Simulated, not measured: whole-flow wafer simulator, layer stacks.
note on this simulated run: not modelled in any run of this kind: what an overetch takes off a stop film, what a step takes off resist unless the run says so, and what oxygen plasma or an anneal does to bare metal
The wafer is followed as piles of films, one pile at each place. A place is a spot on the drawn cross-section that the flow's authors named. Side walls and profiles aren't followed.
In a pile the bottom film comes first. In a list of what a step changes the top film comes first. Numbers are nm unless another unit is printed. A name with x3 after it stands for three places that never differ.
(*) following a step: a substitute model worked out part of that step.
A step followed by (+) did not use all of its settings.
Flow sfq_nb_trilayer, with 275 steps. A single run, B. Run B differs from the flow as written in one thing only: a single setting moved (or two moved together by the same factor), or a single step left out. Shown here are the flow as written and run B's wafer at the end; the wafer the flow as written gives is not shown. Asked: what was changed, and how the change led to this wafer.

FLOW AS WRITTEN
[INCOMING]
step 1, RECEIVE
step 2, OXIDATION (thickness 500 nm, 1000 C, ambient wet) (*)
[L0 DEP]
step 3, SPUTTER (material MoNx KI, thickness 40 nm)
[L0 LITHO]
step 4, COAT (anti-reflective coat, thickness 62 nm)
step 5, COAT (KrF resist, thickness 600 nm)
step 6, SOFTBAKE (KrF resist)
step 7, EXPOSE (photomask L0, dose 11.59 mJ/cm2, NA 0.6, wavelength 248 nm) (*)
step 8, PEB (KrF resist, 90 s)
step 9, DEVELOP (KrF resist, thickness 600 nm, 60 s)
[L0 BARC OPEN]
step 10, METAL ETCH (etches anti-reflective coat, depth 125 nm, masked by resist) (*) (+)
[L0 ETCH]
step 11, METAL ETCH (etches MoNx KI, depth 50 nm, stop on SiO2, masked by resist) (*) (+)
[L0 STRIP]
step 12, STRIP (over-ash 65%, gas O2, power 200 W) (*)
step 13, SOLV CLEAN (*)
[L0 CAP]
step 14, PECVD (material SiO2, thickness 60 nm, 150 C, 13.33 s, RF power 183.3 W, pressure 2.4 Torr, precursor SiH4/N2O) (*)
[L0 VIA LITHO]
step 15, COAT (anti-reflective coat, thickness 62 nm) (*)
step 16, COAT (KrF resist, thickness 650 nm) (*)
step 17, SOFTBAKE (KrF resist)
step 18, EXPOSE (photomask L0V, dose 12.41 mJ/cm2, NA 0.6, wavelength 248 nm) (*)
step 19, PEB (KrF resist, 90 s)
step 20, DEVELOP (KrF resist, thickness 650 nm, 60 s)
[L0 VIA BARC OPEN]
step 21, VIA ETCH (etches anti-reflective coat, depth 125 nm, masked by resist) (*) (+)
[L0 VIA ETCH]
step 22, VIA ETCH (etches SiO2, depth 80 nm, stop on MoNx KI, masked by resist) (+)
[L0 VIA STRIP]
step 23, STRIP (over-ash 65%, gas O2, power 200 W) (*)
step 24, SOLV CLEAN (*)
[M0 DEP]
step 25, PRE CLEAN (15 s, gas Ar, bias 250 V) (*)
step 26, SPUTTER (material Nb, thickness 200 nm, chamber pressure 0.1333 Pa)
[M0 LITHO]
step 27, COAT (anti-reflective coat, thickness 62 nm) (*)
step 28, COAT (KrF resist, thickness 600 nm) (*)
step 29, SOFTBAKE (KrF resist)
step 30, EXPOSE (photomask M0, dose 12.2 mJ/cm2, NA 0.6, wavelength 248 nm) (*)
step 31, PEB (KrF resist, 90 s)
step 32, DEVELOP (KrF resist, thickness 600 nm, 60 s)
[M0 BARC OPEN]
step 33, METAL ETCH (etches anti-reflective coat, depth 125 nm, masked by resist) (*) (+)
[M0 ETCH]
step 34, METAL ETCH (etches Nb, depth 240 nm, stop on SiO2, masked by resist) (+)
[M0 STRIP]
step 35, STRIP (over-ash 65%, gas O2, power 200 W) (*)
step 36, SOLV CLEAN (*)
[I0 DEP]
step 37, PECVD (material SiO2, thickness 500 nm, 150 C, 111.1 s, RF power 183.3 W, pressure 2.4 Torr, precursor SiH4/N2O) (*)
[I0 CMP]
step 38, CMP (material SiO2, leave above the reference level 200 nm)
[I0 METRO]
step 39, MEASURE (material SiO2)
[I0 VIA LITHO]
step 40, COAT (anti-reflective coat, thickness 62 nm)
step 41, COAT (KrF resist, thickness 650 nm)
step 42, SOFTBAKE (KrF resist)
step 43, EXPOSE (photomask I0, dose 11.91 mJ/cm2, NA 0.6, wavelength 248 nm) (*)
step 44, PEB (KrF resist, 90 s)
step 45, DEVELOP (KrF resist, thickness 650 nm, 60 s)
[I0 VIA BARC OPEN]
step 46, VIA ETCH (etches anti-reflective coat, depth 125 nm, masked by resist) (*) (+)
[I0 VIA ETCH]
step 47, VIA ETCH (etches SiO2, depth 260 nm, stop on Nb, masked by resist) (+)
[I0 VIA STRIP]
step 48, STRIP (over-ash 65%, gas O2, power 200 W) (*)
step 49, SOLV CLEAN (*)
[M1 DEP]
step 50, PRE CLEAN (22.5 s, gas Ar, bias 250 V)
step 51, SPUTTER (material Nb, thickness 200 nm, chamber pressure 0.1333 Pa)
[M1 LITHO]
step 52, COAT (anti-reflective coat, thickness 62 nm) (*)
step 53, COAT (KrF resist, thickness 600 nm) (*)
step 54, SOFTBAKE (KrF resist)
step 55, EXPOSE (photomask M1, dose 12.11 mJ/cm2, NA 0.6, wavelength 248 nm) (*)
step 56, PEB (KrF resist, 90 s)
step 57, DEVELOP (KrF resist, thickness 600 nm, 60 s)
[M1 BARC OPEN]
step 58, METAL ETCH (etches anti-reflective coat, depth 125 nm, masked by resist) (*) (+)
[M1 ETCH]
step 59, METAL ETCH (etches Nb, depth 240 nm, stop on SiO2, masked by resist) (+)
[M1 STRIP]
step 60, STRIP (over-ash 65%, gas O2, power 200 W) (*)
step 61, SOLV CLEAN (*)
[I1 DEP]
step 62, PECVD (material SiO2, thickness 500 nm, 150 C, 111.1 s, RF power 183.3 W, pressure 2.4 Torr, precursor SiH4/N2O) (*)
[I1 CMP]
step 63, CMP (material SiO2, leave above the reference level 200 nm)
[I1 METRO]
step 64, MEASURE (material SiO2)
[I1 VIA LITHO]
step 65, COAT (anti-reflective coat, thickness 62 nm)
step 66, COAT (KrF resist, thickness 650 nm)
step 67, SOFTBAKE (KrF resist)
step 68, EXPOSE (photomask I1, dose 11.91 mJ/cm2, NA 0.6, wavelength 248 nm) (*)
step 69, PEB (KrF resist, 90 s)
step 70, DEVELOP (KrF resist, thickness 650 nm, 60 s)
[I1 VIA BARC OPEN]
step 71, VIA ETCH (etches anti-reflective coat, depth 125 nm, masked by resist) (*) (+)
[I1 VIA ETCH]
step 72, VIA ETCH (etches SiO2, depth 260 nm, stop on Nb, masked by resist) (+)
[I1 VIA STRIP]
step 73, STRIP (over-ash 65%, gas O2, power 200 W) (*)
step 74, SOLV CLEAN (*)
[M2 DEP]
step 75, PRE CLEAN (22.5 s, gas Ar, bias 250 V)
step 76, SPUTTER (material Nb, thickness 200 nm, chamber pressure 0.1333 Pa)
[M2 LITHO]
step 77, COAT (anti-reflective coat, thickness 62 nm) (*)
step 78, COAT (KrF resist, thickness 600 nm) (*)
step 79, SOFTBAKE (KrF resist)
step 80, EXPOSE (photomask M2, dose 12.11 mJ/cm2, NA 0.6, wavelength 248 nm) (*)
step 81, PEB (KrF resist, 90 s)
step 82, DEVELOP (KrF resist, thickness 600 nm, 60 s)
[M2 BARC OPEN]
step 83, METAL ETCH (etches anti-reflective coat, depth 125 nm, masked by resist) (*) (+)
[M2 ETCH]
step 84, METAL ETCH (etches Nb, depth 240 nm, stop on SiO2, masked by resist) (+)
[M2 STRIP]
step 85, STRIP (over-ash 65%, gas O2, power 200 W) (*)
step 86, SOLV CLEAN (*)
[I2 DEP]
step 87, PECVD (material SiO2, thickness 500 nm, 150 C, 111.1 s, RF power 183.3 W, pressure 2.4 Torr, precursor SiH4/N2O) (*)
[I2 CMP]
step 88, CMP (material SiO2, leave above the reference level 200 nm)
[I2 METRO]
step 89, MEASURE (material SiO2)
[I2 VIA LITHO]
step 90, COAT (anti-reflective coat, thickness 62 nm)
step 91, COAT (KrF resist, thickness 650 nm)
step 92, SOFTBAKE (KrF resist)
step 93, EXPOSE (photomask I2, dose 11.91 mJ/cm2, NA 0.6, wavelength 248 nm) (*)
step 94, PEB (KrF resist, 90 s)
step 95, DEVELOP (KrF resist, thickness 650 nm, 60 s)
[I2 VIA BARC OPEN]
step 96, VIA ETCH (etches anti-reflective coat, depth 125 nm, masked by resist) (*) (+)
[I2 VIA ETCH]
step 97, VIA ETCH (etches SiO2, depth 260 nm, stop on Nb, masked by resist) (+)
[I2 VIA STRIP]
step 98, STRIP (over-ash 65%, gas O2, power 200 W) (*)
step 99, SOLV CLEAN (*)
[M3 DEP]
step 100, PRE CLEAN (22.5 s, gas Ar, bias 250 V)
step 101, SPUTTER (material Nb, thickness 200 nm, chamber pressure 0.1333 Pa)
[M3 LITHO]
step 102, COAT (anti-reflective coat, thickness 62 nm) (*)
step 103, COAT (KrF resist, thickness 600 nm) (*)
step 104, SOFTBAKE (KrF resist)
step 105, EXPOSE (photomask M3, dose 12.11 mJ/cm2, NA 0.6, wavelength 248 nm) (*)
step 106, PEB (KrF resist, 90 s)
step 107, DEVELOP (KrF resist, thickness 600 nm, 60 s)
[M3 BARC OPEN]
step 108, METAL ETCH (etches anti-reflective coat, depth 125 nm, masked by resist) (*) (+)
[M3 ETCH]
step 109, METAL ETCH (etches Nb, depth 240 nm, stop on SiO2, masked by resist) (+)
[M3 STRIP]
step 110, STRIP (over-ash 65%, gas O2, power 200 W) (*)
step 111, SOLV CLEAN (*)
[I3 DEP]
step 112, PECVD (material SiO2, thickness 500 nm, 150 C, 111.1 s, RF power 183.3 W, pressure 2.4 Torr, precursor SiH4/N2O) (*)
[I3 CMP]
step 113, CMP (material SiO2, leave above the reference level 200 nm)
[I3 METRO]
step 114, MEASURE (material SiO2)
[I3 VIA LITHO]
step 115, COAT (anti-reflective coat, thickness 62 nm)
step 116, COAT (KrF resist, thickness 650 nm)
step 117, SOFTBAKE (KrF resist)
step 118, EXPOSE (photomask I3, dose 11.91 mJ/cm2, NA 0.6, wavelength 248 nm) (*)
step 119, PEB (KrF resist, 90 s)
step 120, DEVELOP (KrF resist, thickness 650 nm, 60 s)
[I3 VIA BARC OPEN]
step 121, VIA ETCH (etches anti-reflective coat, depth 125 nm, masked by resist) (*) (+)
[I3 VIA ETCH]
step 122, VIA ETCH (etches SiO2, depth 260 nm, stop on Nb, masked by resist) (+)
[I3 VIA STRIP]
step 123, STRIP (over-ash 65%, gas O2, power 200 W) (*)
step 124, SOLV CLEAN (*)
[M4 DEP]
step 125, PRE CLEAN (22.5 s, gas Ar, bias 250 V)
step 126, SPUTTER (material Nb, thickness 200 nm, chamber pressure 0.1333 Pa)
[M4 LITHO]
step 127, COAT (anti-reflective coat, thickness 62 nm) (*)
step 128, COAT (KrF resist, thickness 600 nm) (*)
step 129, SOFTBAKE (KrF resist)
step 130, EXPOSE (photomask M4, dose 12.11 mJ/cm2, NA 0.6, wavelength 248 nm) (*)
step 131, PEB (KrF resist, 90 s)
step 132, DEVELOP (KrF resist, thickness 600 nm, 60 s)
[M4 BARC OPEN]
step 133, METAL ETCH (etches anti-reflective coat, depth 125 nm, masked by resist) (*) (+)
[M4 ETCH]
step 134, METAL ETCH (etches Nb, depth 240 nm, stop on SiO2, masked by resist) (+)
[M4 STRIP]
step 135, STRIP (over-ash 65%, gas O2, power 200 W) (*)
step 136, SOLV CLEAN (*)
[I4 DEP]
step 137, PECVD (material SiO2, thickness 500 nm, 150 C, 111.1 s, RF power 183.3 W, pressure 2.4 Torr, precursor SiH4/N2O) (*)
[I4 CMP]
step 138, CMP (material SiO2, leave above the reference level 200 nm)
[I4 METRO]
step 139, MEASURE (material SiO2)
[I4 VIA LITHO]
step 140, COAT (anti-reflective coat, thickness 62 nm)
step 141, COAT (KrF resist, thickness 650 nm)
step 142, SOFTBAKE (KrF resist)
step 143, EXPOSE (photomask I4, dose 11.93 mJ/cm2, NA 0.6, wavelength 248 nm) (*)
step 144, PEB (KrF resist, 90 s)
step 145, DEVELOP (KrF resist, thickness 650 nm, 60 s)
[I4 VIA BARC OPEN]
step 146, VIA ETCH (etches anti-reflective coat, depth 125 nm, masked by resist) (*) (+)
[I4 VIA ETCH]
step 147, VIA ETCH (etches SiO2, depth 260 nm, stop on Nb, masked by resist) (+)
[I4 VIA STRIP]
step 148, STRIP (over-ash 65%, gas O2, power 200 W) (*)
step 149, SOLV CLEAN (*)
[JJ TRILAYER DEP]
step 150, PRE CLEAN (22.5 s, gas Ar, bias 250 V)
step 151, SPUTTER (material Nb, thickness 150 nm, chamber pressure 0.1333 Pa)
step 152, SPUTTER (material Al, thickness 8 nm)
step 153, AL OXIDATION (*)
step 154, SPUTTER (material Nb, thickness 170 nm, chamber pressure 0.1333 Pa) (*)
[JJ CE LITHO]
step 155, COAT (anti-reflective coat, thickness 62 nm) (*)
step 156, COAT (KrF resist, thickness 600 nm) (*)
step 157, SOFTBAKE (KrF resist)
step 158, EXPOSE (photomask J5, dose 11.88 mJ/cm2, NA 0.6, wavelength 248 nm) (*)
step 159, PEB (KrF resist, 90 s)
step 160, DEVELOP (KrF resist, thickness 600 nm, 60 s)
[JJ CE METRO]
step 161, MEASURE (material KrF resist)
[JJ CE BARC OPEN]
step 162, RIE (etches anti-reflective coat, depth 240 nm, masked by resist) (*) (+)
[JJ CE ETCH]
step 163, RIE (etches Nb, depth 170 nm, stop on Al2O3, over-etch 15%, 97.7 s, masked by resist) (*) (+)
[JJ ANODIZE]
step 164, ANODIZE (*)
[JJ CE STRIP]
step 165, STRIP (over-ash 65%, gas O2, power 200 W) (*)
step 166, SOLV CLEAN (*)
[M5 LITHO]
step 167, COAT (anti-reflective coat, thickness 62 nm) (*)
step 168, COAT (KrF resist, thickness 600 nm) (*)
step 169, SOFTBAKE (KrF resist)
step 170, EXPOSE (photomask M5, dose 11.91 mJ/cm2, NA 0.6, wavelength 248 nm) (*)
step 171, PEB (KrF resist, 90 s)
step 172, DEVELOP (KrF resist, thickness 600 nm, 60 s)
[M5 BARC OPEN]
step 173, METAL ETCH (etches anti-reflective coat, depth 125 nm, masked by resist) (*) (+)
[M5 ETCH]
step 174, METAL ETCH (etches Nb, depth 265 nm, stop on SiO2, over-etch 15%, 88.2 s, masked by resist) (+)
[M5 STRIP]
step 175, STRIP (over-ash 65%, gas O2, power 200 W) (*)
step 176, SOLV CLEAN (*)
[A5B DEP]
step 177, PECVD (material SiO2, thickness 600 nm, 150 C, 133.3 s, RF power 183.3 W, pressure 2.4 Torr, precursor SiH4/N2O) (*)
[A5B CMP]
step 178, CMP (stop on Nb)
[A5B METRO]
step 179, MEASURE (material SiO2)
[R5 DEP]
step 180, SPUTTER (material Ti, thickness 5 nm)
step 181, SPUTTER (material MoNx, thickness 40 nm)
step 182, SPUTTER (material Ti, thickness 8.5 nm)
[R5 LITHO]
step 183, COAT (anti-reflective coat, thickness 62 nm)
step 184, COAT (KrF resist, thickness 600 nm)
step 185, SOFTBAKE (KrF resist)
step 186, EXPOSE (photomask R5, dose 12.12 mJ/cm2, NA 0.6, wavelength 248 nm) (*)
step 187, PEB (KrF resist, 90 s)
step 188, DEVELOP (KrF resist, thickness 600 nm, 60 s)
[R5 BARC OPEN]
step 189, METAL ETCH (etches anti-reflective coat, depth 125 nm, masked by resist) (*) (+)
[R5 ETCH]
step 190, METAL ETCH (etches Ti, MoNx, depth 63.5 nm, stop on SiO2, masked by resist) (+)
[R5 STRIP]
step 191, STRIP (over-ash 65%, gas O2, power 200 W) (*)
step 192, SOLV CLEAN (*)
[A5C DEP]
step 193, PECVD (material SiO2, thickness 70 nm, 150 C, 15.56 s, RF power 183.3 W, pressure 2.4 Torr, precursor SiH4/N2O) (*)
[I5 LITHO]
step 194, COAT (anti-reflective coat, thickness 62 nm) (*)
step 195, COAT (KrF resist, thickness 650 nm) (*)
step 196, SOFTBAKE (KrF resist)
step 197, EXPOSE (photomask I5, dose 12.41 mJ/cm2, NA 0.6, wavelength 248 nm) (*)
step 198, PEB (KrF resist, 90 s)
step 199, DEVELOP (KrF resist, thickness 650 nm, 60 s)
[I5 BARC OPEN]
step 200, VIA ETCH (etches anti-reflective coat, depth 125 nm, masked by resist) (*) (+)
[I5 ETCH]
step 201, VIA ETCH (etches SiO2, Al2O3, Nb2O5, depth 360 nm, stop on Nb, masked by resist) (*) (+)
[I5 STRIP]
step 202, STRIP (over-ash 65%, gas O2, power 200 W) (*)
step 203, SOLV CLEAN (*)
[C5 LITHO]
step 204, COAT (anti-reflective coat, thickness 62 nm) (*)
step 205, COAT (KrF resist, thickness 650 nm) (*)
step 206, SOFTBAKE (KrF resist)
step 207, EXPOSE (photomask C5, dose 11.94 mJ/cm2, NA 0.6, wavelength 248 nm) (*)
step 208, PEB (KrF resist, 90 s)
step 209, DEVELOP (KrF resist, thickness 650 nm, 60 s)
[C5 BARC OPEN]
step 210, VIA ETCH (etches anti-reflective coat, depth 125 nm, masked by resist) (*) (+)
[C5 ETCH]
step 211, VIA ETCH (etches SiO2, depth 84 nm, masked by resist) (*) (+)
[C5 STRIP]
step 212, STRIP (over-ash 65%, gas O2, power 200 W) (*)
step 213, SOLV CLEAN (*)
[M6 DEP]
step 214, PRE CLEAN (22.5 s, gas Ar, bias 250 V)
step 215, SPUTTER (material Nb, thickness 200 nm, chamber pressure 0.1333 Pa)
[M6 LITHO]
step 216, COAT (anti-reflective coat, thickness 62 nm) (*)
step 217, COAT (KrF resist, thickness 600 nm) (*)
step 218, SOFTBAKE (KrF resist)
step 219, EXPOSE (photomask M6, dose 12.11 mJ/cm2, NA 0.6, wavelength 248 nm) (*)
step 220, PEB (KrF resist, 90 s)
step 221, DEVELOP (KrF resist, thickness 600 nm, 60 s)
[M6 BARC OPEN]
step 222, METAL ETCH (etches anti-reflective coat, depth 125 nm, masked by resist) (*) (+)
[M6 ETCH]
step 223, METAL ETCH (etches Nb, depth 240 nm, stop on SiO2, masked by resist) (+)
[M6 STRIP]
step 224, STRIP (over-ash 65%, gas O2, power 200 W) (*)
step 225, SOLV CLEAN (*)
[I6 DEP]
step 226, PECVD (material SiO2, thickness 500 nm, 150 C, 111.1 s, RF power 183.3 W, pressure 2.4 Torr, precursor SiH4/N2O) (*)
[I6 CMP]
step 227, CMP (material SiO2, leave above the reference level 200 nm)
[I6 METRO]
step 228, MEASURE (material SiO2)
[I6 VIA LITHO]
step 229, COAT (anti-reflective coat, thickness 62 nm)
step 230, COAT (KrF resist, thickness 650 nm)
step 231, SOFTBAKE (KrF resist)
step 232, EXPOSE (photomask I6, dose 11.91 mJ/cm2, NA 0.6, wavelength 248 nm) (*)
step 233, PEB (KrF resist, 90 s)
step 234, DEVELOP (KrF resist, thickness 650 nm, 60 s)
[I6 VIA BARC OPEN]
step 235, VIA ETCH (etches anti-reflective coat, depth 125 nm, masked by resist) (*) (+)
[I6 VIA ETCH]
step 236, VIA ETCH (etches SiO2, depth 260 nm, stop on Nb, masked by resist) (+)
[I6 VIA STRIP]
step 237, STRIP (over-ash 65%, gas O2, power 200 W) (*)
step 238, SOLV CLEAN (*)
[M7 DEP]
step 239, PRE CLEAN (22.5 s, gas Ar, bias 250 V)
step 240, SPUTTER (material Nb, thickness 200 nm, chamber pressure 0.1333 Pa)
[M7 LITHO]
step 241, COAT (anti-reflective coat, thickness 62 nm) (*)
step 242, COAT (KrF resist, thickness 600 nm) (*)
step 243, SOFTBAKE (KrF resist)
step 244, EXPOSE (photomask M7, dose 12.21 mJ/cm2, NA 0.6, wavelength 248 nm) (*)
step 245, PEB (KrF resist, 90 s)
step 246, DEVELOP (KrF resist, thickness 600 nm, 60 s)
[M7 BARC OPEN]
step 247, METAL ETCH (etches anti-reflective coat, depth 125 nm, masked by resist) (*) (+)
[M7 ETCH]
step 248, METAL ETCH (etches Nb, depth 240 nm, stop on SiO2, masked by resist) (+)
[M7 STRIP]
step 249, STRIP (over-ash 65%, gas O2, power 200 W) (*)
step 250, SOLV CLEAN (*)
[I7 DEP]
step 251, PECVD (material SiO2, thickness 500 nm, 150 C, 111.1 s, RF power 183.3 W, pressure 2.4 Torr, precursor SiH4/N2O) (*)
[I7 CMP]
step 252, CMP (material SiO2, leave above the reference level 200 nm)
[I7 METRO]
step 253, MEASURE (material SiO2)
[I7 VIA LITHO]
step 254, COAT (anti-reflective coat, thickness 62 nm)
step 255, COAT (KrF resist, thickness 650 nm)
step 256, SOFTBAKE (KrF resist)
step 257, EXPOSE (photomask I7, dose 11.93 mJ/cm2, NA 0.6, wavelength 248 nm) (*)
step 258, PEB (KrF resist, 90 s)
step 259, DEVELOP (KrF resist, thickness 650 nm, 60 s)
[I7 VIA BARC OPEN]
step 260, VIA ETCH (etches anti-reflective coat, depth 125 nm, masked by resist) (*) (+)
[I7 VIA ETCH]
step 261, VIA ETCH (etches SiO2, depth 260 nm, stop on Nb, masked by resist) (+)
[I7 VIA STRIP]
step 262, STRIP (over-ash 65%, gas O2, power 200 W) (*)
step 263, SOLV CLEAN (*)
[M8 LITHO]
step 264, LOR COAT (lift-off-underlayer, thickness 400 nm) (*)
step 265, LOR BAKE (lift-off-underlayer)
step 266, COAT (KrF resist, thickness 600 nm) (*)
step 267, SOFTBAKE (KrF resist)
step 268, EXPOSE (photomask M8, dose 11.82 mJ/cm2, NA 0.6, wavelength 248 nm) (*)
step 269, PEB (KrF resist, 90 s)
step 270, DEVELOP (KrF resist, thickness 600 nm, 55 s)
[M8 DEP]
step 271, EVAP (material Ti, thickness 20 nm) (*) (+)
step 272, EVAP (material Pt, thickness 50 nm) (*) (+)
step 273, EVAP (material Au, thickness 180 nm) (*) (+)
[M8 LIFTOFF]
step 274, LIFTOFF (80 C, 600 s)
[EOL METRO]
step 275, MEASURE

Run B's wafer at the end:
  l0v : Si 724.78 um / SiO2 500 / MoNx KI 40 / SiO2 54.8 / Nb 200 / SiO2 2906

What caused this: step 22, VIA ETCH: etches SiO2, depth 80 nm, stop on MoNx KI, masked by resist (+), was omitted.

The path from the change to this, step by step:
  step 23, STRIP (over-ash 65%, gas O2, power 200 W) (*)
      p4_fl, p4_fm, p4_w1 and 70 more: -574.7 KrF resist (all of it), -62 anti-reflective coat (all of it) (in the flow as written it would be: -560.9 KrF resist (all of it), -62 anti-reflective coat (all of it))
      gap, jj_sur, ce_l, r_sur, res: -581.7 KrF resist (all of it), -63.7 anti-reflective coat (all of it) (in the flow as written it would be: -567.9 KrF resist (all of it), -63.7 anti-reflective coat (all of it))
      (and at 27 other places as well)
  step 25, PRE CLEAN (15 s, gas Ar, bias 250 V) (*)
      l0v: -5 SiO2 (in the flow as written it would be: -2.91 MoNx KI)
  step 26, SPUTTER (material Nb, thickness 200 nm, chamber pressure 0.1333 Pa)
      l0v: +200 Nb (new film) (in the flow as written it would be: +195.7 Nb (new film))
  step 27, COAT (anti-reflective coat, thickness 62 nm) (*)
      l0_sur: +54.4 anti-reflective coat (new film) (in the flow as written it would be: +47.5 anti-reflective coat (new film))
      l0v: +60.5 anti-reflective coat (new film) (in the flow as written it would be: +78 anti-reflective coat (new film))
  step 28, COAT (KrF resist, thickness 600 nm) (*)
      l0v: +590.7 KrF resist (new film) (in the flow as written it would be: +622.9 KrF resist (new film))
  step 35, STRIP (over-ash 65%, gas O2, power 200 W) (*)
      l0_sur: -374.2 KrF resist (all of it), -54.4 anti-reflective coat (all of it) (in the flow as written it would be: -372 KrF resist (all of it), -47.5 anti-reflective coat (all of it))
      l0v: -373.1 KrF resist (all of it), -60.5 anti-reflective coat (all of it) (in the flow as written it would be: -405.3 KrF resist (all of it), -78 anti-reflective coat (all of it))
  step 38, CMP (material SiO2, leave above the reference level 200 nm)
      l0v: -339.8 SiO2 (in the flow as written it would be: -277.8 SiO2)
With metal films that touch counted as one body, l0v has 2 bodies (between them, from the top down: SiO2 54.8); the flow as written gives 1 body.
